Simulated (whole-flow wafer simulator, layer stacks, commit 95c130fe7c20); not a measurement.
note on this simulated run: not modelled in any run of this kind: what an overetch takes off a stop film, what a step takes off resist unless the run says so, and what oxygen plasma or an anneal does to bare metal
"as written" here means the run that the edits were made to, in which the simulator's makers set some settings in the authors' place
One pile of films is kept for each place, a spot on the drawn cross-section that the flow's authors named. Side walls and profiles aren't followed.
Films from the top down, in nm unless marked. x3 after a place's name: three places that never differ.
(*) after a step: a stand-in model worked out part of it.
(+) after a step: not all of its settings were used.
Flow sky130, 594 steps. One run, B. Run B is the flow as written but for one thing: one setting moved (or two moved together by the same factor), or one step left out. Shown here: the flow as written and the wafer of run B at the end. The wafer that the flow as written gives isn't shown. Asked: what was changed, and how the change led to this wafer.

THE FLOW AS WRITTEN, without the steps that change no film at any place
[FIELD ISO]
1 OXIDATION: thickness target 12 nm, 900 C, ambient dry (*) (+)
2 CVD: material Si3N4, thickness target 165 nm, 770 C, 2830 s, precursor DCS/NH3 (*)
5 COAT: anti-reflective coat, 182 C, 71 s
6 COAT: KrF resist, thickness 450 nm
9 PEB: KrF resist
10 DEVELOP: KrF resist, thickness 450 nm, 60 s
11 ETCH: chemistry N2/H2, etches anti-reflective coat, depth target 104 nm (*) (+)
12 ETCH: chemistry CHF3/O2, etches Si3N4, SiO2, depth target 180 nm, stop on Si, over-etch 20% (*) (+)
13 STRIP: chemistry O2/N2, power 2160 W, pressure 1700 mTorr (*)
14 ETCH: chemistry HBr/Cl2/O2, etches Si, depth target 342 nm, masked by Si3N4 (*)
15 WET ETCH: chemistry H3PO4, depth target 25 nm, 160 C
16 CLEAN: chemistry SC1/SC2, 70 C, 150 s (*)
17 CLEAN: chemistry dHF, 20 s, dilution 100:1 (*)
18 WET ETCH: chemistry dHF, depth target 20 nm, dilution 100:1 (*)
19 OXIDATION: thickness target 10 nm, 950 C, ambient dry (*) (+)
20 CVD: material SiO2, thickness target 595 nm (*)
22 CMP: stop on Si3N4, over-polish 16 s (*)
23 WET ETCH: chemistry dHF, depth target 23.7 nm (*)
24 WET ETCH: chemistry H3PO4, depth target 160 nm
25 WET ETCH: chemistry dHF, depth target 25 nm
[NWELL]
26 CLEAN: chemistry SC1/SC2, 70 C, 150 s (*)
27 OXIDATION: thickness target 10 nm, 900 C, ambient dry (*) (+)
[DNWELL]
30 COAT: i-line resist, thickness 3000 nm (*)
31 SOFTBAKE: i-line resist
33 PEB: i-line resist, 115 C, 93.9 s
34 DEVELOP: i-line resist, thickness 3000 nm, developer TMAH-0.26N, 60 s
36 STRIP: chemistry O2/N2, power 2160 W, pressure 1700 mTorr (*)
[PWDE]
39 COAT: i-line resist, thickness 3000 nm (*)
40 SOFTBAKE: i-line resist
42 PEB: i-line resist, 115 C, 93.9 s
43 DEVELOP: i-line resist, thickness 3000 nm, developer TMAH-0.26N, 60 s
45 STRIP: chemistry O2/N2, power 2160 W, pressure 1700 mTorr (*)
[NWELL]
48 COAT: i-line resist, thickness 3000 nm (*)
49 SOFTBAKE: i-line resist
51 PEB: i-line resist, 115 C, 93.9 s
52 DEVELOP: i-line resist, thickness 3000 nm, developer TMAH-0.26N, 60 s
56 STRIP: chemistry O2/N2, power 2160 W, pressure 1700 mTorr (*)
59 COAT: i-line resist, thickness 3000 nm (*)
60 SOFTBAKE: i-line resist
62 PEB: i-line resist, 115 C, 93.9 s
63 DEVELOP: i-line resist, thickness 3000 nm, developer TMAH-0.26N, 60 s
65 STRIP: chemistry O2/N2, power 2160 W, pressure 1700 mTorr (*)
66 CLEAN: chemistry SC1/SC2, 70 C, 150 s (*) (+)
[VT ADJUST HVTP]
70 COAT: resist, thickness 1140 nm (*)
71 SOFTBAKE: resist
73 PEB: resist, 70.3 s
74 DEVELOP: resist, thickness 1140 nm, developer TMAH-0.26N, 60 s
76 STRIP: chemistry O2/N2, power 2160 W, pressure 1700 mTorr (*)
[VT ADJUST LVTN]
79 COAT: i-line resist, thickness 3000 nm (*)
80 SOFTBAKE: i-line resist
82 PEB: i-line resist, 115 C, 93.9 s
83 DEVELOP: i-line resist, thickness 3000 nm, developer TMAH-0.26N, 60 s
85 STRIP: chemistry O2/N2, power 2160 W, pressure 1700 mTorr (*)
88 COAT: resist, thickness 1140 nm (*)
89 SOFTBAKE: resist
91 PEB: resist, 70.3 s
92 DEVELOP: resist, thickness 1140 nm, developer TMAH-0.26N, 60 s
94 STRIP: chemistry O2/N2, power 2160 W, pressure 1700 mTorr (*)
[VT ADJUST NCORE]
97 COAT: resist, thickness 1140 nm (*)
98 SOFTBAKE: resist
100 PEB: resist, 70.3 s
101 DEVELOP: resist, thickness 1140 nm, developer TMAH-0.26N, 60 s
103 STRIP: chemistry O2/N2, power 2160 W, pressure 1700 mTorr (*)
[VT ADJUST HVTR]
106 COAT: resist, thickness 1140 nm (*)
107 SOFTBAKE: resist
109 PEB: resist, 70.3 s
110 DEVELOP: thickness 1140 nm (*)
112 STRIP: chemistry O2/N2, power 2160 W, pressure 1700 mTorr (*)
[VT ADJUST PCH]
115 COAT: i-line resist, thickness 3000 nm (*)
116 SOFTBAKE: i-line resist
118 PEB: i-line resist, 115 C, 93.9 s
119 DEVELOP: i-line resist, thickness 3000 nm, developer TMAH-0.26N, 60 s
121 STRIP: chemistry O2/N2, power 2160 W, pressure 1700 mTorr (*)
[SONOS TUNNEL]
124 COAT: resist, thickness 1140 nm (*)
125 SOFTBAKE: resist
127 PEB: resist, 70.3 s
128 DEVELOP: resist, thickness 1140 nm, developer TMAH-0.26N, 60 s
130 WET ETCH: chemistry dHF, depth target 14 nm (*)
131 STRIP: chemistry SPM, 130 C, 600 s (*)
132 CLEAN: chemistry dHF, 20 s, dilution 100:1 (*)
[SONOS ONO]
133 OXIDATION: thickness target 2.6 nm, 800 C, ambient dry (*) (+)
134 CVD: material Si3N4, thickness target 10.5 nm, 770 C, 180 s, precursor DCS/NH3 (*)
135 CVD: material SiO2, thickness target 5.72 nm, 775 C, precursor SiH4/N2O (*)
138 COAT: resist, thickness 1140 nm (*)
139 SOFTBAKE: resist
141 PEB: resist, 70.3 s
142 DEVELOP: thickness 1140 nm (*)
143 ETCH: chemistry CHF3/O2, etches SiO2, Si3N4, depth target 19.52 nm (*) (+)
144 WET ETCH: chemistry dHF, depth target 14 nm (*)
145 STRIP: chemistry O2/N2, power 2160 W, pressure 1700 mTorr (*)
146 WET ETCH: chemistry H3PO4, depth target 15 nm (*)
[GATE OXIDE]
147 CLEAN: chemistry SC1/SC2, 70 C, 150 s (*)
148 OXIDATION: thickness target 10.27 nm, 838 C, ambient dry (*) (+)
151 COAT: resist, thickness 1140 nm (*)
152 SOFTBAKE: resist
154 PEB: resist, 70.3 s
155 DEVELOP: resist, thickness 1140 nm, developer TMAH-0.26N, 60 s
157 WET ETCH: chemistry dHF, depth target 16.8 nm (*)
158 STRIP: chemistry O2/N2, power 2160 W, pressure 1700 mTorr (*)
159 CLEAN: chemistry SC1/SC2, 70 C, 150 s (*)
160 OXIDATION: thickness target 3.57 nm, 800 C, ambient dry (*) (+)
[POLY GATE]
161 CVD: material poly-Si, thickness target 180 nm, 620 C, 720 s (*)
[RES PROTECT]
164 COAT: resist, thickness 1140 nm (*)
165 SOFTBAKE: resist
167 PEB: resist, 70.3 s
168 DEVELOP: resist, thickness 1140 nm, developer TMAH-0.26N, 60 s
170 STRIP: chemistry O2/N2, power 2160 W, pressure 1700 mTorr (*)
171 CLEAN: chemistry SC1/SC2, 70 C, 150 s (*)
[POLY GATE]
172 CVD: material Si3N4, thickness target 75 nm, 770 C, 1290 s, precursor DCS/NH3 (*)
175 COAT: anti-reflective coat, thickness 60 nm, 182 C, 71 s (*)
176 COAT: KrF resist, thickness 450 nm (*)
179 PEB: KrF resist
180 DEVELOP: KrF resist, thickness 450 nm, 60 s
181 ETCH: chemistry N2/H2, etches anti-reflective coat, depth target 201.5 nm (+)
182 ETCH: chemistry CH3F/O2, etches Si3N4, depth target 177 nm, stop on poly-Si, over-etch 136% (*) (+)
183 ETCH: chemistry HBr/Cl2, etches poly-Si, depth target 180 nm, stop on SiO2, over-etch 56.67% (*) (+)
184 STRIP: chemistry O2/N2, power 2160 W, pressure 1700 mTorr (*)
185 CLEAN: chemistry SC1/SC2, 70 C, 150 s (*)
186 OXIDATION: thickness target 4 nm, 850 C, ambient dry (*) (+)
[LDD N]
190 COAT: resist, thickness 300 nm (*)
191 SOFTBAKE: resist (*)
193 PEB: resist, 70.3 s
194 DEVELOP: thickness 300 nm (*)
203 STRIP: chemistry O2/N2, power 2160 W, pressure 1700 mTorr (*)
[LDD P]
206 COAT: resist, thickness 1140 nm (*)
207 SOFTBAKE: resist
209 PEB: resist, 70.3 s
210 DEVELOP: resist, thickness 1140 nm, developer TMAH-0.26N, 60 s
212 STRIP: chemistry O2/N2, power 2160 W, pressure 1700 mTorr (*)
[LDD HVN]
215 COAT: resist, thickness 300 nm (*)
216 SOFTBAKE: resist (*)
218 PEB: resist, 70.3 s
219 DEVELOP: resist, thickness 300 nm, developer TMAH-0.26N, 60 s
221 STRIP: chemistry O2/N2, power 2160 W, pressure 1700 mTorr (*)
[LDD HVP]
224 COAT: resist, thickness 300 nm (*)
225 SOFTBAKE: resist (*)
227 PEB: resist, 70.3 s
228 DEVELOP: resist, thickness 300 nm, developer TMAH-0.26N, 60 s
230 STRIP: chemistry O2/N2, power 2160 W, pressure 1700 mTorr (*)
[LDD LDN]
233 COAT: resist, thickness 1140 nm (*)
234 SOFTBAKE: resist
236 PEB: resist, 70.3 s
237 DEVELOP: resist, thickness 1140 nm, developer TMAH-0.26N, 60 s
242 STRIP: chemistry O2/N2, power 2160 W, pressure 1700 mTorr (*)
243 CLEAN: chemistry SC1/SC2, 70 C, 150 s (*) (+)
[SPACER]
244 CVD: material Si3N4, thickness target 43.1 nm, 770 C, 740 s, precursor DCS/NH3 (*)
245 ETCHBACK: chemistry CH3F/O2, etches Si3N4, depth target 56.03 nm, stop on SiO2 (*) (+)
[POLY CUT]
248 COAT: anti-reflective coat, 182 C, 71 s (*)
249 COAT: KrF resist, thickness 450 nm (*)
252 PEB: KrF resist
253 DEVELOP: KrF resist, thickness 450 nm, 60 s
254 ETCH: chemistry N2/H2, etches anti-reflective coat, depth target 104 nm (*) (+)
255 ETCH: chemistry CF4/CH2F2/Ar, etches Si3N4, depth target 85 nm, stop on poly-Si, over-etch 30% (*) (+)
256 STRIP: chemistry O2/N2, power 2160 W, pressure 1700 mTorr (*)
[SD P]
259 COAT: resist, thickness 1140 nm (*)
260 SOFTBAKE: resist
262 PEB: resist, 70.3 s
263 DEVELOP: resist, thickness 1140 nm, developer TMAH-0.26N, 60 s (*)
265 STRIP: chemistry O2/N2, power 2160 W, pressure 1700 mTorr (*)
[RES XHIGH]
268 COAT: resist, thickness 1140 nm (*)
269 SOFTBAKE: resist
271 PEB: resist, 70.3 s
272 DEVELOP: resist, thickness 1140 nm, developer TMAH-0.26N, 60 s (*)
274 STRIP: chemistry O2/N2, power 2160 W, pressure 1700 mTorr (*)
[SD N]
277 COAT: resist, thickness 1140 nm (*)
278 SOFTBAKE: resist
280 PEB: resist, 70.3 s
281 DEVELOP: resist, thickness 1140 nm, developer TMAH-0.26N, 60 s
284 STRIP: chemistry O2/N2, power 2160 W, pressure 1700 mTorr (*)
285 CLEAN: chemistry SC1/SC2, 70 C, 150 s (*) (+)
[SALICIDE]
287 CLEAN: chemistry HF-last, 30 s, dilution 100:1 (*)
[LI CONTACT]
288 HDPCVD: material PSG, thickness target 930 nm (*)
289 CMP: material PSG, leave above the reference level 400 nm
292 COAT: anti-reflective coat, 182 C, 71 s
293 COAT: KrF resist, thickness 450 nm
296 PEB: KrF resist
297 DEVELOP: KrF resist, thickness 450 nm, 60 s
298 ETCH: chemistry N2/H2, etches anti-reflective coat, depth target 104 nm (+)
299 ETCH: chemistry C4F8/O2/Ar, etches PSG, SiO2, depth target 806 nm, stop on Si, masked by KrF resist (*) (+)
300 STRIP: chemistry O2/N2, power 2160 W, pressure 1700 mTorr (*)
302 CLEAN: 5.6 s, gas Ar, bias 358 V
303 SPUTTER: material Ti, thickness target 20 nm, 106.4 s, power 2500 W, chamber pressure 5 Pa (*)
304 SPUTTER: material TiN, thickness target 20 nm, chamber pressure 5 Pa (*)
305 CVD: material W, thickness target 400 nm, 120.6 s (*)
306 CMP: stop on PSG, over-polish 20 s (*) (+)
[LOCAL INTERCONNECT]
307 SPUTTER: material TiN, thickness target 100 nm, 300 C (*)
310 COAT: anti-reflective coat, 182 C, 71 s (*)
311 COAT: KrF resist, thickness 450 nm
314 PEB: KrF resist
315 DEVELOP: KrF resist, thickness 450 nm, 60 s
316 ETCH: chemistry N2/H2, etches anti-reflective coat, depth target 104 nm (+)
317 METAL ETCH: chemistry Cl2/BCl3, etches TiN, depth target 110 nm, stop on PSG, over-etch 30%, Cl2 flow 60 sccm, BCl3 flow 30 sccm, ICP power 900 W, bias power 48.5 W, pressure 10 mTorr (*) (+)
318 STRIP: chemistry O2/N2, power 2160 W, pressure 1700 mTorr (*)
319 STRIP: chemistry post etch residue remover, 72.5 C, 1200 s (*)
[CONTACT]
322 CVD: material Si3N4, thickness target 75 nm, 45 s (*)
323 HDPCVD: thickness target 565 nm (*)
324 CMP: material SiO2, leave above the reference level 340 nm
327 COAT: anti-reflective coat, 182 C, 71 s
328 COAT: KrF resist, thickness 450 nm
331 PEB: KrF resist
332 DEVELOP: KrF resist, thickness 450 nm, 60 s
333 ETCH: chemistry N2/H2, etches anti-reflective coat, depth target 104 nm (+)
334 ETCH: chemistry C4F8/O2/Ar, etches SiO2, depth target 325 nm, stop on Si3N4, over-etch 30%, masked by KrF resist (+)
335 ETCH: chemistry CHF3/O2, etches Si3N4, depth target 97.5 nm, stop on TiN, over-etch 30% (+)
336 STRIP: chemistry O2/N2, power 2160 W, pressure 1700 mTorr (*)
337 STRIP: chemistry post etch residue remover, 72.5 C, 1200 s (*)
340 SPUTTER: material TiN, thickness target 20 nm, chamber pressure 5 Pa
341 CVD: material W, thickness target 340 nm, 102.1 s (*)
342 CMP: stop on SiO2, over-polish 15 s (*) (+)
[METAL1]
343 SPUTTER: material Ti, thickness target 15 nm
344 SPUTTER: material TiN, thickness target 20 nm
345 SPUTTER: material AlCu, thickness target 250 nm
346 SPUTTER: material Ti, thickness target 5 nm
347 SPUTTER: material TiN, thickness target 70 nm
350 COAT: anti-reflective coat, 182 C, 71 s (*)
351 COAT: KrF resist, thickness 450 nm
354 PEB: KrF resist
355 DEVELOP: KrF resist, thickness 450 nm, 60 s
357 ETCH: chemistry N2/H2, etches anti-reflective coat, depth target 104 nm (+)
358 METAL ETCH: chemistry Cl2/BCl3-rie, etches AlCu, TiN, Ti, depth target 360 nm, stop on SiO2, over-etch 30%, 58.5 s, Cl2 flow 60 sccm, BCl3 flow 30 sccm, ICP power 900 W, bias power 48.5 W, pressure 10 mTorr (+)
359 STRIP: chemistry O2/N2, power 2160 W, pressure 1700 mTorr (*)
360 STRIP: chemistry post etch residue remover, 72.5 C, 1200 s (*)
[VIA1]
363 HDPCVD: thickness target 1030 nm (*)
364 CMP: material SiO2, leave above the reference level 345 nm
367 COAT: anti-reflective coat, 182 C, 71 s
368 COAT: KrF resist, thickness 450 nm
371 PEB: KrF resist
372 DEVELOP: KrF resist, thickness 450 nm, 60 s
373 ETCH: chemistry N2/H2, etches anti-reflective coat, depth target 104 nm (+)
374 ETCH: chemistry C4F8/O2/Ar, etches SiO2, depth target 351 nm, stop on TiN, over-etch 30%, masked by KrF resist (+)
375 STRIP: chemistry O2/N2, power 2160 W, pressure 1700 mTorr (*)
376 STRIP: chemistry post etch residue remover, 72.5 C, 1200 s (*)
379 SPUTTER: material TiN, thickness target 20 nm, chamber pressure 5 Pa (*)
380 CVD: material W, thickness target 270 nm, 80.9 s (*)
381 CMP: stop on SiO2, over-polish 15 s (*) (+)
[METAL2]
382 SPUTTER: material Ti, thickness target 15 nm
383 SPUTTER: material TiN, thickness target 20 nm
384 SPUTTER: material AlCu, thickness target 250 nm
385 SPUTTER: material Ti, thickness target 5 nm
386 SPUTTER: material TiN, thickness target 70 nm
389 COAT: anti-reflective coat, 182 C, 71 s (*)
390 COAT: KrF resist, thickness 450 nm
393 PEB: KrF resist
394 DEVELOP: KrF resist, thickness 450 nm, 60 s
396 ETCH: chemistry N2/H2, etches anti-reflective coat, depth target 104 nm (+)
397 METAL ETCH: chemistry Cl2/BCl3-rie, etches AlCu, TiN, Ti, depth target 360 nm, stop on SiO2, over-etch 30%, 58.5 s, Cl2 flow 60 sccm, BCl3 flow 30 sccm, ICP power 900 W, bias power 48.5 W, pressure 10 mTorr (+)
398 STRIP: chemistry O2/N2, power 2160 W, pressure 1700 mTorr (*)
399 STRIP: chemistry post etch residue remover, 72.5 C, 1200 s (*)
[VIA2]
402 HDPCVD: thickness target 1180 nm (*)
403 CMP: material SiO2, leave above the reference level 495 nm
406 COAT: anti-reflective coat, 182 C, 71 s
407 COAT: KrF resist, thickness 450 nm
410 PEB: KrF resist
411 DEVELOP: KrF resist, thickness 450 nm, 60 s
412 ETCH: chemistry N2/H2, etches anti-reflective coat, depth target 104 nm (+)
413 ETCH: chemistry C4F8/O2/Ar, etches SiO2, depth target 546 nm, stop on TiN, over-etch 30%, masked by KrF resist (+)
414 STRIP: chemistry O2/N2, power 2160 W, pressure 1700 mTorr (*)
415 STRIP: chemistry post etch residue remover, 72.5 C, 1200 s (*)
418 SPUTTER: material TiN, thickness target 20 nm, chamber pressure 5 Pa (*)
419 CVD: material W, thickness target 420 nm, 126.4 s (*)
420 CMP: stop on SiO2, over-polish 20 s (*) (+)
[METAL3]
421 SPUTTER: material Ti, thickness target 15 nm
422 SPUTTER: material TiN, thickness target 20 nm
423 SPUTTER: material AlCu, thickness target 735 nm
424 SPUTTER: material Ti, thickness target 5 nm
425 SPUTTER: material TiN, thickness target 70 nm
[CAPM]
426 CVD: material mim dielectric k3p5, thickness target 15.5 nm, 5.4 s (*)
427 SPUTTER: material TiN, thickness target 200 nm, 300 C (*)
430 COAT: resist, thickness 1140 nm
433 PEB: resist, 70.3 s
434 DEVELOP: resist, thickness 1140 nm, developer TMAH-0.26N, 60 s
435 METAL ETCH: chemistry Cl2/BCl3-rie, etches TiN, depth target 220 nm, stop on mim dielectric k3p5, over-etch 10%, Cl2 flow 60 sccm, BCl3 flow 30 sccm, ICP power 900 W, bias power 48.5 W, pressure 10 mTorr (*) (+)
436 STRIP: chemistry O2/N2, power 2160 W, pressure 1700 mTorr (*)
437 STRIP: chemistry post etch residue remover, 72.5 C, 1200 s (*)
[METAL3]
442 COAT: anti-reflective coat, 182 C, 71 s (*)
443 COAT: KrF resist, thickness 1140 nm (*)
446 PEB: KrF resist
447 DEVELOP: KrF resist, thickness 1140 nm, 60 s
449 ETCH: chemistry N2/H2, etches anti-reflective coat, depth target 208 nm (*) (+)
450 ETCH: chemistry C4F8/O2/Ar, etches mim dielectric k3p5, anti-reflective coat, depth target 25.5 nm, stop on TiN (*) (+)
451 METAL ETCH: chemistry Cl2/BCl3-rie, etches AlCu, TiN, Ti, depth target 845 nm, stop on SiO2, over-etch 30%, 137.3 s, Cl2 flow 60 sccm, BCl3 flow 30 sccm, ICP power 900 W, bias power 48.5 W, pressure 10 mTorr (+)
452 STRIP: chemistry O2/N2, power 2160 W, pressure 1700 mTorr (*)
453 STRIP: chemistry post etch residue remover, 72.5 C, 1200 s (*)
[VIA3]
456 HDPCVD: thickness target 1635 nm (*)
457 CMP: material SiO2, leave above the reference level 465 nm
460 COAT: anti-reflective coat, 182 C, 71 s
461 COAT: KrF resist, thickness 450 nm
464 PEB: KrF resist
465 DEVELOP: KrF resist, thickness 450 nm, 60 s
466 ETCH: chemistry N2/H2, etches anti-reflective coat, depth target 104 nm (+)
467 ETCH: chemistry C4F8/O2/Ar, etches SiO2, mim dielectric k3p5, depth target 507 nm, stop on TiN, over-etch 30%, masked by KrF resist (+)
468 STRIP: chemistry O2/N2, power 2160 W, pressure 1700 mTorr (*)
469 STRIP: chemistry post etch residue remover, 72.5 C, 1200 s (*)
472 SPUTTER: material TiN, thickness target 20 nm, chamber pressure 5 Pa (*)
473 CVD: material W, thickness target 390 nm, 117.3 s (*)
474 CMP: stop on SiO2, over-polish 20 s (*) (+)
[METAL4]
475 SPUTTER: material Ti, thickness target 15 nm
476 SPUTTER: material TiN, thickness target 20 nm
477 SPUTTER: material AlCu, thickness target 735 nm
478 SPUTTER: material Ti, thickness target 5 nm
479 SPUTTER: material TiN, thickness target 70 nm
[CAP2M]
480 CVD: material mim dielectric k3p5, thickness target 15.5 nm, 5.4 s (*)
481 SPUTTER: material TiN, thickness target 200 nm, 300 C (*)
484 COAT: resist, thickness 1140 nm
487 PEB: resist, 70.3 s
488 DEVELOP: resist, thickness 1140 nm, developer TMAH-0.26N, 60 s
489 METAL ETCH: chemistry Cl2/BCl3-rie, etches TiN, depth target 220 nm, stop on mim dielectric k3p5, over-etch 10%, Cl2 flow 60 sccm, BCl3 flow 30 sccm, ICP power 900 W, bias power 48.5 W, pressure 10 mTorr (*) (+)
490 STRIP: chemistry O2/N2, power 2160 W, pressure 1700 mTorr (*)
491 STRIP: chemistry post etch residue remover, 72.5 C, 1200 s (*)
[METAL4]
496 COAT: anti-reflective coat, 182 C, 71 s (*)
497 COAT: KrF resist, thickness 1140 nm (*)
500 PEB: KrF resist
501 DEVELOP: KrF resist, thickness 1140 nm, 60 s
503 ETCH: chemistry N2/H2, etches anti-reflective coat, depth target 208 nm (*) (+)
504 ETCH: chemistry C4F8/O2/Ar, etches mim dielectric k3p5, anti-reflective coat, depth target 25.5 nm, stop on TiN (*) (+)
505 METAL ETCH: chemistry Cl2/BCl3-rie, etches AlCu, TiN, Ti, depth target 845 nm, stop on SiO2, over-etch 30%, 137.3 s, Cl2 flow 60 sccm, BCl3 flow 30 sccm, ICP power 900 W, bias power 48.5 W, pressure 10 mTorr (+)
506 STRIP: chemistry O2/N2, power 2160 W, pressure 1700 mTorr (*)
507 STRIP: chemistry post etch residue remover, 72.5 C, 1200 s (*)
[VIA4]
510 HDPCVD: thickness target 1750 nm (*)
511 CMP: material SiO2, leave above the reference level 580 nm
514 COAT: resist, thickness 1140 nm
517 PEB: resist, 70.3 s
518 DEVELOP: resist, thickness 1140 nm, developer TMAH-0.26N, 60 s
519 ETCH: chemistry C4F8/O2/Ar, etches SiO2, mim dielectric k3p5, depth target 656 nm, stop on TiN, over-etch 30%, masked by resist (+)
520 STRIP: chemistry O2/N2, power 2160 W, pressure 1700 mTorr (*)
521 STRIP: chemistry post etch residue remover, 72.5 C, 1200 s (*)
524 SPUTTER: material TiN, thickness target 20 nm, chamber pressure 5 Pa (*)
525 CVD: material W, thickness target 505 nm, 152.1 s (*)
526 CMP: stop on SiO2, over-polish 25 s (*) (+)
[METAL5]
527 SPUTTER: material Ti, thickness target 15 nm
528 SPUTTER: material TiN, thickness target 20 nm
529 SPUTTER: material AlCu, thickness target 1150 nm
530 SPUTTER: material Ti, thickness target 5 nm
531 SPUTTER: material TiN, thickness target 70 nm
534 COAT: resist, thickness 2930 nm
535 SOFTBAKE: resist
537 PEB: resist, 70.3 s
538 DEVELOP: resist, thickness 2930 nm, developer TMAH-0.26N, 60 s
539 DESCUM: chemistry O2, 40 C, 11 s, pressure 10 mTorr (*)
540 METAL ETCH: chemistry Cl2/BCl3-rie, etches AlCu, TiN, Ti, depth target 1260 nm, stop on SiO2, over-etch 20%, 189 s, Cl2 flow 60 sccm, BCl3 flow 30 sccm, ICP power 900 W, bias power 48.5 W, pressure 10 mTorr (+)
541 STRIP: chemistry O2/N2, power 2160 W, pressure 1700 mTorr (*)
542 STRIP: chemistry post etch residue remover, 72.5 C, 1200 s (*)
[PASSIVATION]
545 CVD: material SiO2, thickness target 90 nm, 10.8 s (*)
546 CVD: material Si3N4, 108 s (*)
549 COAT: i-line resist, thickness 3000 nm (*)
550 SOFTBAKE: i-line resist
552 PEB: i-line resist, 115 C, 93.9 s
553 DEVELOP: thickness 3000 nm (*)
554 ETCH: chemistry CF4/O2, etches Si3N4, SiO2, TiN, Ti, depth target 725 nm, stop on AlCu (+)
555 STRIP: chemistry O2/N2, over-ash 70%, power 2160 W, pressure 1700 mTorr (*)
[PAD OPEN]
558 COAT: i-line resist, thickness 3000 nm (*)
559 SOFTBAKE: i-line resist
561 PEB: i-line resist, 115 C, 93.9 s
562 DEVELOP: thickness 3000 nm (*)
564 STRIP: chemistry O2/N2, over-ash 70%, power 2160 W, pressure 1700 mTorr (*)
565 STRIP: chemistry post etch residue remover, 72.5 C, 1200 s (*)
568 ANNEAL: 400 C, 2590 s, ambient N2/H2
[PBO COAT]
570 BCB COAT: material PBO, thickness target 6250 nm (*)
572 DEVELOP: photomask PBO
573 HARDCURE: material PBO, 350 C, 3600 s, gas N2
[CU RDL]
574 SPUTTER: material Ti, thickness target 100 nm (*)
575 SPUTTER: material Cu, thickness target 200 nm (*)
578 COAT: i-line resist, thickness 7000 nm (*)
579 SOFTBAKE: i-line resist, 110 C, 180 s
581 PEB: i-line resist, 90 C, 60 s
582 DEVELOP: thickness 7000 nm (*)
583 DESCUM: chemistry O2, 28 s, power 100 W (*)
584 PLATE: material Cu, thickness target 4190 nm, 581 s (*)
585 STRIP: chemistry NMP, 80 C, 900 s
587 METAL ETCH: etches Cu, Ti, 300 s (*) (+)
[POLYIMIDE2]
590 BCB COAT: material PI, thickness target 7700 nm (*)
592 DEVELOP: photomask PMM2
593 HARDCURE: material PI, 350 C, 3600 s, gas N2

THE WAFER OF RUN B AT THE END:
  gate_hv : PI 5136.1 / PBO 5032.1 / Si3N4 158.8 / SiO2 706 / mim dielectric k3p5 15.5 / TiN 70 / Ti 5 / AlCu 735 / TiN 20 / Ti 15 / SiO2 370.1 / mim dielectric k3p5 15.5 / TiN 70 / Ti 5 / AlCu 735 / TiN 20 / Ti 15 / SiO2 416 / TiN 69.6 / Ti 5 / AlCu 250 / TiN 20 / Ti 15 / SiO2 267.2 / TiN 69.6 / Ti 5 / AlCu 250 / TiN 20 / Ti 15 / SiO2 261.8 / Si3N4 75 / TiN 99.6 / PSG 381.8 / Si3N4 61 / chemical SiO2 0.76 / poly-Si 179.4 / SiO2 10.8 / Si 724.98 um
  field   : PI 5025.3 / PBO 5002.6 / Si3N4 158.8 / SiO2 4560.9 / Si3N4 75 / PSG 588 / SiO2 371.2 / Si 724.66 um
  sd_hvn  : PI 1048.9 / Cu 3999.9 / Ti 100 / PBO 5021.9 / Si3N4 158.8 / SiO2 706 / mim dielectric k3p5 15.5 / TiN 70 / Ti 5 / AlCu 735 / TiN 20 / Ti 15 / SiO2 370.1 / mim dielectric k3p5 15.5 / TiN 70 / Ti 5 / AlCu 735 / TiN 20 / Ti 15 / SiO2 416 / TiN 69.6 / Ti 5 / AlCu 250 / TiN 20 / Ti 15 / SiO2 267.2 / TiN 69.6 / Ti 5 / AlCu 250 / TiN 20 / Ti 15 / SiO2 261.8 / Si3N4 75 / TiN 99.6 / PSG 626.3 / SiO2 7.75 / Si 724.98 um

The cause: step 511, CMP: leave above the reference level 702 nm was run, where the flow has leave above the reference level 580 nm.

How the change led to this, step by step:
  511 CMP: material SiO2, leave above the reference level 580 nm
      n_well, p_well, gate_hv and 99 more: SiO2 -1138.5 (as written it would be: SiO2 -1260.5)
      field, active, gate and 77 more: SiO2 -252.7 (as written it would be: SiO2 -374.7)
      (and at 11 more places)
  519 ETCH: chemistry C4F8/O2/Ar, etches SiO2, mim dielectric k3p5, depth target 656 nm, stop on TiN, over-etch 30%, masked by resist (+)
      m1: SiO2 -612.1 (all of it), mim dielectric k3p5 -15.5 (all of it) (as written it would be: SiO2 -490.1 (all of it), mim dielectric k3p5 -15.5 (all of it))
      via4_hole: SiO2 -611.5 (all of it), mim dielectric k3p5 -15.5 (all of it) (as written it would be: SiO2 -489.5 (all of it), mim dielectric k3p5 -15.5 (all of it))
  524 SPUTTER: material TiN, thickness target 20 nm, chamber pressure 5 Pa (*)
      m1, via4_hole: TiN +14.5 (as written it would be: TiN +15.3)
  525 CVD: material W, thickness target 505 nm, 152.1 s (*)
      m1: W +1138.5 (new film) (as written it would be: W +1015.8 (new film))
      via4_hole: W +1137.9 (new film) (as written it would be: W +1015.2 (new film))
